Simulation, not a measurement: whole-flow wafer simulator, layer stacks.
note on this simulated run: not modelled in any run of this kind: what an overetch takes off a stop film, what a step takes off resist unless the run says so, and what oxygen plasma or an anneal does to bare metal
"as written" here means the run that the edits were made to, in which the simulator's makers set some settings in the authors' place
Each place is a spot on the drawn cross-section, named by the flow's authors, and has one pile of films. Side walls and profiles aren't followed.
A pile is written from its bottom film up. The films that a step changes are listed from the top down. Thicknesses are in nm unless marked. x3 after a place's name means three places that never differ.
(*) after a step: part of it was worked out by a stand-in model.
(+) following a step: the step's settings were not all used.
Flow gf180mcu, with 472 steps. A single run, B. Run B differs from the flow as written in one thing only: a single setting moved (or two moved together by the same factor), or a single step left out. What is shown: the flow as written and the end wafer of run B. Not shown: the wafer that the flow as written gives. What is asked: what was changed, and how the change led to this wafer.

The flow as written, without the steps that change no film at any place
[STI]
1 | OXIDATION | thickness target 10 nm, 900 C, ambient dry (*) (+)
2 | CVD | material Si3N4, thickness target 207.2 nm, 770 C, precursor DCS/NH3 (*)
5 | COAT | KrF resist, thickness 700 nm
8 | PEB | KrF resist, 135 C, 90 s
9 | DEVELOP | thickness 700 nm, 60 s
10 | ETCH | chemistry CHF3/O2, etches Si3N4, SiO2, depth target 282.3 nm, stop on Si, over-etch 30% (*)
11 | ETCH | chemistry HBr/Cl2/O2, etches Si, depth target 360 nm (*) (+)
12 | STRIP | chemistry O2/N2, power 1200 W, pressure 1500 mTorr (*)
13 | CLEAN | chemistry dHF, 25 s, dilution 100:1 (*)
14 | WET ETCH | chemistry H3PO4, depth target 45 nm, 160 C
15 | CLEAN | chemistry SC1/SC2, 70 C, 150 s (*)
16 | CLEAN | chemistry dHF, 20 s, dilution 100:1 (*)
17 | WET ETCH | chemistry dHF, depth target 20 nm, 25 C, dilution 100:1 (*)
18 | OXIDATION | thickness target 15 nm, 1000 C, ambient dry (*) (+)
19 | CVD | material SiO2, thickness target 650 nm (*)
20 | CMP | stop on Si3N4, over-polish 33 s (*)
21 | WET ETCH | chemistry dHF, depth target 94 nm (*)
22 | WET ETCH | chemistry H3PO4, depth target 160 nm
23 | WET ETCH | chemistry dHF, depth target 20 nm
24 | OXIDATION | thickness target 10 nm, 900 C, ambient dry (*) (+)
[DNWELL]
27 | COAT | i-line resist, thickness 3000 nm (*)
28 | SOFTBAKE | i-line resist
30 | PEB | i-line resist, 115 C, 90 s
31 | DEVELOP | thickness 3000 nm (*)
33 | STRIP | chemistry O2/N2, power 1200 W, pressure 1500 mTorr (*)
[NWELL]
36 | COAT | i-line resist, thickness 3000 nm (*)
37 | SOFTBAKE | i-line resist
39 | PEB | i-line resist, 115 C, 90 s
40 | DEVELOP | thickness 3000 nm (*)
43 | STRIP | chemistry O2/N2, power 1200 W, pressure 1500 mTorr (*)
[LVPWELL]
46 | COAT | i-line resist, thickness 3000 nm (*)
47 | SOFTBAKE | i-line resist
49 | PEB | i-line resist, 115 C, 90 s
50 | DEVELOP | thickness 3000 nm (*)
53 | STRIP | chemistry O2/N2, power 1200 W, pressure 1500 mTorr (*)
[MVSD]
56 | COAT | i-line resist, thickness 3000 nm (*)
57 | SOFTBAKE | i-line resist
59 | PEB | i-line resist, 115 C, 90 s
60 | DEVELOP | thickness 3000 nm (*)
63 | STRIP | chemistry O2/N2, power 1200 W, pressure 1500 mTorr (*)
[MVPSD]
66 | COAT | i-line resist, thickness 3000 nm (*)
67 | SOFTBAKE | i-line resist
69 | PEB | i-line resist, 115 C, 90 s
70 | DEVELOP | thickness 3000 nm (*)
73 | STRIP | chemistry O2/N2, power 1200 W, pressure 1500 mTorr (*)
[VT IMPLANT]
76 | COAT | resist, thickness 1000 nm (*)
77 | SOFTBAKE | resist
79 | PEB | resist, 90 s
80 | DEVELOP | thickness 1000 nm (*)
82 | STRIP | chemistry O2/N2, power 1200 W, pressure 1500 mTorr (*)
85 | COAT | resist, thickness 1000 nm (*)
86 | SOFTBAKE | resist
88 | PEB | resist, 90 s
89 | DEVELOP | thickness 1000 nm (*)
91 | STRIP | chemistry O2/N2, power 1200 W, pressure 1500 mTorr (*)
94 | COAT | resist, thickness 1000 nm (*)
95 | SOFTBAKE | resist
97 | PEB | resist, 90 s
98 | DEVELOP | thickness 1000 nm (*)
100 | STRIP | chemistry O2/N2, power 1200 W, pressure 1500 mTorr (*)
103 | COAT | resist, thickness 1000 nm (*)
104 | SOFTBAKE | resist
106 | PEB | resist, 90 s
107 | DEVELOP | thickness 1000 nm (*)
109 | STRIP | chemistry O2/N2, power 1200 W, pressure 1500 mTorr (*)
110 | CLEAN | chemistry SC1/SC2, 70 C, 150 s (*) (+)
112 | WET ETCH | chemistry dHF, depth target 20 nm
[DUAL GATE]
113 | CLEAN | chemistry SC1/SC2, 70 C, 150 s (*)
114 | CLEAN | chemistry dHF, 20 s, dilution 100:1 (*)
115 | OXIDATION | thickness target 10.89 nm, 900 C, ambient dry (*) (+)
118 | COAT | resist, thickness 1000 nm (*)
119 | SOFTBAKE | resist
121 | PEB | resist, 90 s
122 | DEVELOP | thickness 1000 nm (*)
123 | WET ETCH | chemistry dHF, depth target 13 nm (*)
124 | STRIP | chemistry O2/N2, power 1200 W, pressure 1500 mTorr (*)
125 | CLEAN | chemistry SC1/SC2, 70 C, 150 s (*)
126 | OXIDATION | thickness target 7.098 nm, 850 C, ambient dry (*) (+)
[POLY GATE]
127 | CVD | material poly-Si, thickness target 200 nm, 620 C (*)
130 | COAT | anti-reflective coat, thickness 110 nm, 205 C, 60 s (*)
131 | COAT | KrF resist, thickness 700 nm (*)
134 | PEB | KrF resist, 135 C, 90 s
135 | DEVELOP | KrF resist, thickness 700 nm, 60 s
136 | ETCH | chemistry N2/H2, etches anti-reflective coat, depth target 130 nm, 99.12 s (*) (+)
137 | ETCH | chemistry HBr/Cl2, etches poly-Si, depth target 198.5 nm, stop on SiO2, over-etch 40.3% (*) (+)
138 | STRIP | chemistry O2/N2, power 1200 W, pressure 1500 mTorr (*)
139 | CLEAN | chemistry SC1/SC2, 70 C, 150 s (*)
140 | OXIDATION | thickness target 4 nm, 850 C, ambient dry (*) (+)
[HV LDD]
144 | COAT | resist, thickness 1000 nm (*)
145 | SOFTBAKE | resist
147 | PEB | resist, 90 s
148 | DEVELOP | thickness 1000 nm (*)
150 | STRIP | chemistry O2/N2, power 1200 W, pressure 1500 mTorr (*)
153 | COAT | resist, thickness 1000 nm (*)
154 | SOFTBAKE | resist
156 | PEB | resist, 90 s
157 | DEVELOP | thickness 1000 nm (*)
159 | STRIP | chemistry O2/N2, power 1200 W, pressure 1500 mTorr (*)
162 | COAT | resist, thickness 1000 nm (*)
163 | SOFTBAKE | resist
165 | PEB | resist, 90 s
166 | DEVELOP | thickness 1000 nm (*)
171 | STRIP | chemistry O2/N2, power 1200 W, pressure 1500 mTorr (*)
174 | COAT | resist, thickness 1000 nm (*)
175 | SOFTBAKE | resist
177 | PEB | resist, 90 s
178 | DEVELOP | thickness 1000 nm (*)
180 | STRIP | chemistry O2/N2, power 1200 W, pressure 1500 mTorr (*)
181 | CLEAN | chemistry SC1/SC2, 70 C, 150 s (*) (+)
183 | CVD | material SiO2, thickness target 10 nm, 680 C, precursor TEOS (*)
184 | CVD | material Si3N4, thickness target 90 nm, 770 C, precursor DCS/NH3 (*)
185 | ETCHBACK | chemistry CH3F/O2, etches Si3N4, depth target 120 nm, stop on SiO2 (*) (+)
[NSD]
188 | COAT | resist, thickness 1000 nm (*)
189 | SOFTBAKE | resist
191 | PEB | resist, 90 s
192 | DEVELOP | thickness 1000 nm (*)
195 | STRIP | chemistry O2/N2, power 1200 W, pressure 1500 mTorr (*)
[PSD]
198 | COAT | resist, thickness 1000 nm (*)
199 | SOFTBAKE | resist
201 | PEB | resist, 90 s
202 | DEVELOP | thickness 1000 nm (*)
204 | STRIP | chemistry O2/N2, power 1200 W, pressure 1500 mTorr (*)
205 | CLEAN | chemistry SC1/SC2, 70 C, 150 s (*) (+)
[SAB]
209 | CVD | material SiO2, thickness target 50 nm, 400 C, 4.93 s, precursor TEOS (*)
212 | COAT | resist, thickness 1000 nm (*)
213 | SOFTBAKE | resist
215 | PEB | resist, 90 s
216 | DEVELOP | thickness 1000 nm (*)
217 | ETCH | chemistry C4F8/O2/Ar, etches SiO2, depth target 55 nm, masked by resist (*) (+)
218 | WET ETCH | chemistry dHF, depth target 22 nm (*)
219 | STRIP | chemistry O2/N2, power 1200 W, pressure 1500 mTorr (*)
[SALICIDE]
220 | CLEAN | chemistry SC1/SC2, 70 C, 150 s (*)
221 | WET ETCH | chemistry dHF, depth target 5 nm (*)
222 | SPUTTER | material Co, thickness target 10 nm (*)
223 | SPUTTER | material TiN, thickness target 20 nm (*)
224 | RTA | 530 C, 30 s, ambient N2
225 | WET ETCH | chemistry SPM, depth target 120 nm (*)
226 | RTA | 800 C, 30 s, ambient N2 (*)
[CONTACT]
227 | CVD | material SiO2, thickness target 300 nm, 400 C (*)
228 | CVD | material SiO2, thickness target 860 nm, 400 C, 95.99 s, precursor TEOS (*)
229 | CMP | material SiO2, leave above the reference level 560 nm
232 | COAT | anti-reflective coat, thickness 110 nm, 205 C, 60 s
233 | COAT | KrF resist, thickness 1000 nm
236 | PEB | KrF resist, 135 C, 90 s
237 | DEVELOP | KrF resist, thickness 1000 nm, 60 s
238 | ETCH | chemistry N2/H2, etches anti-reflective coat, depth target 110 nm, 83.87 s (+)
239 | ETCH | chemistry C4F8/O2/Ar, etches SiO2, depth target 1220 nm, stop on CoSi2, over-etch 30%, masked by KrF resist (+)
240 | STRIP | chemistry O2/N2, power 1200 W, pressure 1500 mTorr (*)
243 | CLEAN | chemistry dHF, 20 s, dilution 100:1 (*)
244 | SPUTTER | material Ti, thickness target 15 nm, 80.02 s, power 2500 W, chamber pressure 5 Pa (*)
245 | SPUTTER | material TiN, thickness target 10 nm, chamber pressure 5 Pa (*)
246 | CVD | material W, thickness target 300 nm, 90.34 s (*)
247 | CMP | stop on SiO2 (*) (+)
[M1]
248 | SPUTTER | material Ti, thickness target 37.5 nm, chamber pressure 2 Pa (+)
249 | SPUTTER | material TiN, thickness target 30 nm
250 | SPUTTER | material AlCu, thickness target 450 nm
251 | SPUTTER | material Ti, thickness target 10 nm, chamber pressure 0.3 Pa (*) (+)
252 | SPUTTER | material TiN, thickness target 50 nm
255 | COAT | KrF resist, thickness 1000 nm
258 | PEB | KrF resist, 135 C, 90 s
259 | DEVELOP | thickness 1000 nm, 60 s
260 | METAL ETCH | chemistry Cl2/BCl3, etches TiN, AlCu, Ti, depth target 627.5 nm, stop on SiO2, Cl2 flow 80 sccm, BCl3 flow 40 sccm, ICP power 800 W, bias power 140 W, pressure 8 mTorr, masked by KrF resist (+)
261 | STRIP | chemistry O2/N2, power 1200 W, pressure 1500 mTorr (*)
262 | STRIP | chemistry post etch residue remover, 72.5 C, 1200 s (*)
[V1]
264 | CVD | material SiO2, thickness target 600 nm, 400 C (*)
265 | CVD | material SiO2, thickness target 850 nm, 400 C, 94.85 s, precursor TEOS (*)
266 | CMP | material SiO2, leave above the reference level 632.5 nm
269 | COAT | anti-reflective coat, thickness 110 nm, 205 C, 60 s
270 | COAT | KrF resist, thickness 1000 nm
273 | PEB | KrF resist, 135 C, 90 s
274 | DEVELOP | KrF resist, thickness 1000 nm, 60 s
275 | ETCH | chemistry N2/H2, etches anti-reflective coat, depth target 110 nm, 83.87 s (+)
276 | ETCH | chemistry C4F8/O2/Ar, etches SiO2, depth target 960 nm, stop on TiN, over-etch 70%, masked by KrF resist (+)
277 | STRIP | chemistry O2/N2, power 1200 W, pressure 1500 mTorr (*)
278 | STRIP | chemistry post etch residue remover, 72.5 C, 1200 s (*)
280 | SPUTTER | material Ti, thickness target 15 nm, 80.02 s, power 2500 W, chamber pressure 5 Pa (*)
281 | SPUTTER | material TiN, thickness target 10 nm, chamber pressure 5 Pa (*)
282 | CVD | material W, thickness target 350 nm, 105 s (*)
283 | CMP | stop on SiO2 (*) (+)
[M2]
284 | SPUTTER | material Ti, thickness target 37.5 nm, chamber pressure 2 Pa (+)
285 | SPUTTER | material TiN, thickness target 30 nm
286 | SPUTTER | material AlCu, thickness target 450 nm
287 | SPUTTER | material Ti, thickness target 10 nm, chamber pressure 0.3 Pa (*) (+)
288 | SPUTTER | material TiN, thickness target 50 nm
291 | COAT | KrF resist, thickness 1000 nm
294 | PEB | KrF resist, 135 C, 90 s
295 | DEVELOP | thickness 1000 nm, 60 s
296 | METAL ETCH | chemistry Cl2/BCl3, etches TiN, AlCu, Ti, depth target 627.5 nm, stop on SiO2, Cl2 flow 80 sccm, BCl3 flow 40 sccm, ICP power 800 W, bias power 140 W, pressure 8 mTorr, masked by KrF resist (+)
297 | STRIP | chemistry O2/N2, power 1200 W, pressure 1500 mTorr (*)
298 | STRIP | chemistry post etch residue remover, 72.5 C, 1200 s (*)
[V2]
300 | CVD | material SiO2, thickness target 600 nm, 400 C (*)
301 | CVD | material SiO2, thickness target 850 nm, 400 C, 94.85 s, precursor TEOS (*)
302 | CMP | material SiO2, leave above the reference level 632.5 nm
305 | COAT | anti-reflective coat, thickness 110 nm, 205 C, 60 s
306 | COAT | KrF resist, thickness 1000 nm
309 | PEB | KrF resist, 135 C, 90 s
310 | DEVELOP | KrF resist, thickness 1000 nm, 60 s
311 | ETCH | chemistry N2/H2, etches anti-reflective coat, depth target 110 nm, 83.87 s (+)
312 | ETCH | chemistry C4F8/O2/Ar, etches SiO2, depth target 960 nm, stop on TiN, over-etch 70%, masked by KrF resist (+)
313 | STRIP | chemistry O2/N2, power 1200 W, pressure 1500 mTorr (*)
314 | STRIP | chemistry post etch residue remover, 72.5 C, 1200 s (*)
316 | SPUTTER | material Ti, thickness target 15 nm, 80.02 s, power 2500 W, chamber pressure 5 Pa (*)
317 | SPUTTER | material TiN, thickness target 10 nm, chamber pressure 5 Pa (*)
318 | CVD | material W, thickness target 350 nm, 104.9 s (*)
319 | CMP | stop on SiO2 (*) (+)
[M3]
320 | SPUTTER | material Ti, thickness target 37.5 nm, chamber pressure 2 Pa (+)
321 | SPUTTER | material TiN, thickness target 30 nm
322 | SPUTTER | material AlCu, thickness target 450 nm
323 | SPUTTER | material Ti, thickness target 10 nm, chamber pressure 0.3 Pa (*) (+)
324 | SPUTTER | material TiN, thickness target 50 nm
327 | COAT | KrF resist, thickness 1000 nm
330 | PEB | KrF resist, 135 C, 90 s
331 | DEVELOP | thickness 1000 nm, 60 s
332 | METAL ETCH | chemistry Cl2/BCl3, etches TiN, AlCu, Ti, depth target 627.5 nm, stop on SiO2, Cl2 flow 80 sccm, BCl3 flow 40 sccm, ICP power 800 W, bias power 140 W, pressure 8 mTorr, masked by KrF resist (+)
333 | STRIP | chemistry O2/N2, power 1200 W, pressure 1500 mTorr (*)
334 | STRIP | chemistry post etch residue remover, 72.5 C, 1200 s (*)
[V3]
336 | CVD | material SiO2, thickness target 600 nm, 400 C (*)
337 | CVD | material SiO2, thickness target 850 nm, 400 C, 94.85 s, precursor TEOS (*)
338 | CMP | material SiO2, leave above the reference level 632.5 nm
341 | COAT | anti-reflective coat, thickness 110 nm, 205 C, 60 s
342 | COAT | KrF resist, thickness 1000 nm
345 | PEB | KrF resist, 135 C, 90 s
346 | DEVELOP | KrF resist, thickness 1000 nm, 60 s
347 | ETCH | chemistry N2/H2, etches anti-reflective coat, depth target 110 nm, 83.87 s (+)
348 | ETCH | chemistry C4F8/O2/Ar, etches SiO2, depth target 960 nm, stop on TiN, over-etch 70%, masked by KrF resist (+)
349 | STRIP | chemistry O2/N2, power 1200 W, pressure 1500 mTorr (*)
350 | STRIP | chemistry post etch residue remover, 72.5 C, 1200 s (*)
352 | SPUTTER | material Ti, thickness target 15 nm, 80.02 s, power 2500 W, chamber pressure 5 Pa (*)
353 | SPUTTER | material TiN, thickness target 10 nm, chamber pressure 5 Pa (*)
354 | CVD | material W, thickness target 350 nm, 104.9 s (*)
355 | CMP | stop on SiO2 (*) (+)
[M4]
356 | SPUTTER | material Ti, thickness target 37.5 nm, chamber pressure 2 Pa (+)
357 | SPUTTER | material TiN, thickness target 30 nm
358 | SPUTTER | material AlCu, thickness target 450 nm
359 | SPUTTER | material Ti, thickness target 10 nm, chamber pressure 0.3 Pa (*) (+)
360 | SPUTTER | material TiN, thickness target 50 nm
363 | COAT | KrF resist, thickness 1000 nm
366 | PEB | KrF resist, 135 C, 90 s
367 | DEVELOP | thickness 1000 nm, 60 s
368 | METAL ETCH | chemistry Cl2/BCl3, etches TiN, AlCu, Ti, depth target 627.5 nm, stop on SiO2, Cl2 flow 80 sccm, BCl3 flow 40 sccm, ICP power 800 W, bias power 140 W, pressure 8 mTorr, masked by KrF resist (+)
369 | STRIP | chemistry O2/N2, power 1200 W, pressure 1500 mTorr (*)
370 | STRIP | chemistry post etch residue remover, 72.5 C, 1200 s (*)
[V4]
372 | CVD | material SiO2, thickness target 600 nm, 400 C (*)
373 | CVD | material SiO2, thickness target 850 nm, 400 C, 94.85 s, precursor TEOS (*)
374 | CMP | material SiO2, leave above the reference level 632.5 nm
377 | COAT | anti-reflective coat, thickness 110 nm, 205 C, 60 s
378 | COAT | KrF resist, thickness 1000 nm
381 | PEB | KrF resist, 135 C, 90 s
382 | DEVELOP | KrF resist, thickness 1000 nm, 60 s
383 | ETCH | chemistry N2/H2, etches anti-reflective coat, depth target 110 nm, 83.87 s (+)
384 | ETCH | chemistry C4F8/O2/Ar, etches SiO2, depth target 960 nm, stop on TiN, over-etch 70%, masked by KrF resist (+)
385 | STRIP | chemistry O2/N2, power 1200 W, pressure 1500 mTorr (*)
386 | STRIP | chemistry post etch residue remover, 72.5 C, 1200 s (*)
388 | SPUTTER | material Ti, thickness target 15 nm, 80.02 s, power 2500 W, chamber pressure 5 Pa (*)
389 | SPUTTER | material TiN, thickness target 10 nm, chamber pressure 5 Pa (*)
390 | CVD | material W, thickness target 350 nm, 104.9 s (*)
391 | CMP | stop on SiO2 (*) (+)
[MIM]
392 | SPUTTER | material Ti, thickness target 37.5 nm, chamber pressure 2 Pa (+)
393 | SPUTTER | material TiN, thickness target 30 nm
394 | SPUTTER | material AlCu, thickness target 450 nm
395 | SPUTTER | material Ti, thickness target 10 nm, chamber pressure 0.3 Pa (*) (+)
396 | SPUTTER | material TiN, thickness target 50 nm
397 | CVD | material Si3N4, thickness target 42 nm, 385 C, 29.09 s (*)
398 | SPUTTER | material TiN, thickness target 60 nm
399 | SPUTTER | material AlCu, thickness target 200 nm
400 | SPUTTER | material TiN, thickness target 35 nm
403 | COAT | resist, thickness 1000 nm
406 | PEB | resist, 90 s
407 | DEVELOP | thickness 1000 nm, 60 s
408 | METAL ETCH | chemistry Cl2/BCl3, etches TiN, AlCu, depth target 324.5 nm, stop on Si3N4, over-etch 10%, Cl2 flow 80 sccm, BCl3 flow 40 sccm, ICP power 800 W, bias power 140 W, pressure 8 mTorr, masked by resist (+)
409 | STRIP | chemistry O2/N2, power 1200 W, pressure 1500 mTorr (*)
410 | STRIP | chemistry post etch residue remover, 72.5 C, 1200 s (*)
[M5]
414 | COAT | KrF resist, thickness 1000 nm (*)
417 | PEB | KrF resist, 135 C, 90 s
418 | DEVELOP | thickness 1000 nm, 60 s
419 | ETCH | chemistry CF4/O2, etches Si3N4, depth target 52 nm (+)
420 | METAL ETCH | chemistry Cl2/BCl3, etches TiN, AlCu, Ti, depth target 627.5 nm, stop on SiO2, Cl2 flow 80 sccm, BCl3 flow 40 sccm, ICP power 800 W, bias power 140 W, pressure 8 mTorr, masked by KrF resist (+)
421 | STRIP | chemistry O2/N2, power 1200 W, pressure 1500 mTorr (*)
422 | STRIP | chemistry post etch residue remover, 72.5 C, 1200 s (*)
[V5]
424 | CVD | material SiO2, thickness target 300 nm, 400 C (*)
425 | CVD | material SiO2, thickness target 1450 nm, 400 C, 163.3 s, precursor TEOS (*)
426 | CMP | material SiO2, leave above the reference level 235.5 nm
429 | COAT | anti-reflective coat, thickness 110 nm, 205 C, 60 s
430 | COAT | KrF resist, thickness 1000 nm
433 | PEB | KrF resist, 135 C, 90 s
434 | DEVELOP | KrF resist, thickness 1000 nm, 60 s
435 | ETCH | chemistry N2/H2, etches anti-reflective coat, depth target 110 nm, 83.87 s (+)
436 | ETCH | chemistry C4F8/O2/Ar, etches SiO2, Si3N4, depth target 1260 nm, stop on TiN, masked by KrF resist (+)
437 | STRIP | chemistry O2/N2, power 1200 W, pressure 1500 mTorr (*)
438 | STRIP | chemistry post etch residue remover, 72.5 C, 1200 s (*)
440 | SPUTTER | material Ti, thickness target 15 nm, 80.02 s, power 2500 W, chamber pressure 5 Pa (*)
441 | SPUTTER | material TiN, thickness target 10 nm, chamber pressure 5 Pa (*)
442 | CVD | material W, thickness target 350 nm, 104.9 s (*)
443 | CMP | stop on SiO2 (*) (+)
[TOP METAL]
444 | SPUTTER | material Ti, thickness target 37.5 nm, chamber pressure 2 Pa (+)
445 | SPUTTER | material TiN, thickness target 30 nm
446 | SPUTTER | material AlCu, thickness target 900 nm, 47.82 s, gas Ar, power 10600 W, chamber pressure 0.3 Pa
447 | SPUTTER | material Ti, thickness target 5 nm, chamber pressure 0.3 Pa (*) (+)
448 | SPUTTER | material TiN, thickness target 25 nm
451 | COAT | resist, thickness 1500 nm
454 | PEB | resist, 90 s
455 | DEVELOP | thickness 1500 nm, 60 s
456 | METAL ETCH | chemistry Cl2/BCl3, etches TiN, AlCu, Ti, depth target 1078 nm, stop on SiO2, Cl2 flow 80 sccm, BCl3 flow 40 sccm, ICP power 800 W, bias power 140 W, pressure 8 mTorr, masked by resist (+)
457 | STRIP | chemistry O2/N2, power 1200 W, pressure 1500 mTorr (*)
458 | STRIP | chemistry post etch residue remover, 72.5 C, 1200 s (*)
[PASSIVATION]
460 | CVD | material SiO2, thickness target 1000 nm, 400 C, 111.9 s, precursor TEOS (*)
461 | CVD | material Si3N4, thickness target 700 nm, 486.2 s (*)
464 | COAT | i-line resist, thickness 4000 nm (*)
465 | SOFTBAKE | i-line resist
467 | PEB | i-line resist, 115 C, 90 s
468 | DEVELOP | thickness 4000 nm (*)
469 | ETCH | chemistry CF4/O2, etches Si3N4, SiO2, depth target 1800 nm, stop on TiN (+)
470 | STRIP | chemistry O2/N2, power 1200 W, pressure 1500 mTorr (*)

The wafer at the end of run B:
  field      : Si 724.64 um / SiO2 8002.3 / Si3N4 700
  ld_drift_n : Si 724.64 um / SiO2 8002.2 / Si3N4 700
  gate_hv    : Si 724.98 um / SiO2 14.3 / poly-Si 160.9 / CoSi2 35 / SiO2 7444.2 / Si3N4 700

Cause: step 250, SPUTTER: thickness target 225 nm was run, while the flow as written has thickness target 450 nm.

How this came from the change, step by step:
  250 | SPUTTER | material AlCu, thickness target 450 nm
      field, field__w1, field__w2 and 108 more: +225 AlCu (new film) (in the flow as written it would be: +450 AlCu (new film))
  260 | METAL ETCH | chemistry Cl2/BCl3, etches TiN, AlCu, Ti, depth target 627.5 nm, stop on SiO2, Cl2 flow 80 sccm, BCl3 flow 40 sccm, ICP power 800 W, bias power 140 W, pressure 8 mTorr, masked by KrF resist (+)
      field, field__w1, field__w2 and 99 more: -50 TiN (all of it), -10 Ti (all of it), -225 AlCu (all of it), -30 TiN (all of it), -37.5 Ti (all of it) (in the flow as written it would be: -50 TiN (all of it), -10 Ti (all of it), -450 AlCu (all of it), -30 TiN (all of it), -37.5 Ti (all of it))
      field__w8, contact, m1 and 6 more: -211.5 KrF resist (in the flow as written it would be: -251 KrF resist)
  261 | STRIP | chemistry O2/N2, power 1200 W, pressure 1500 mTorr (*)
      field__w8, contact, m1 and 6 more: -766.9 KrF resist (all of it) (in the flow as written it would be: -727.4 KrF resist (all of it))
  266 | CMP | material SiO2, leave above the reference level 632.5 nm
      field, field__w1, field__w2 and 99 more: -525 SiO2 (in the flow as written it would be: -300 SiO2)
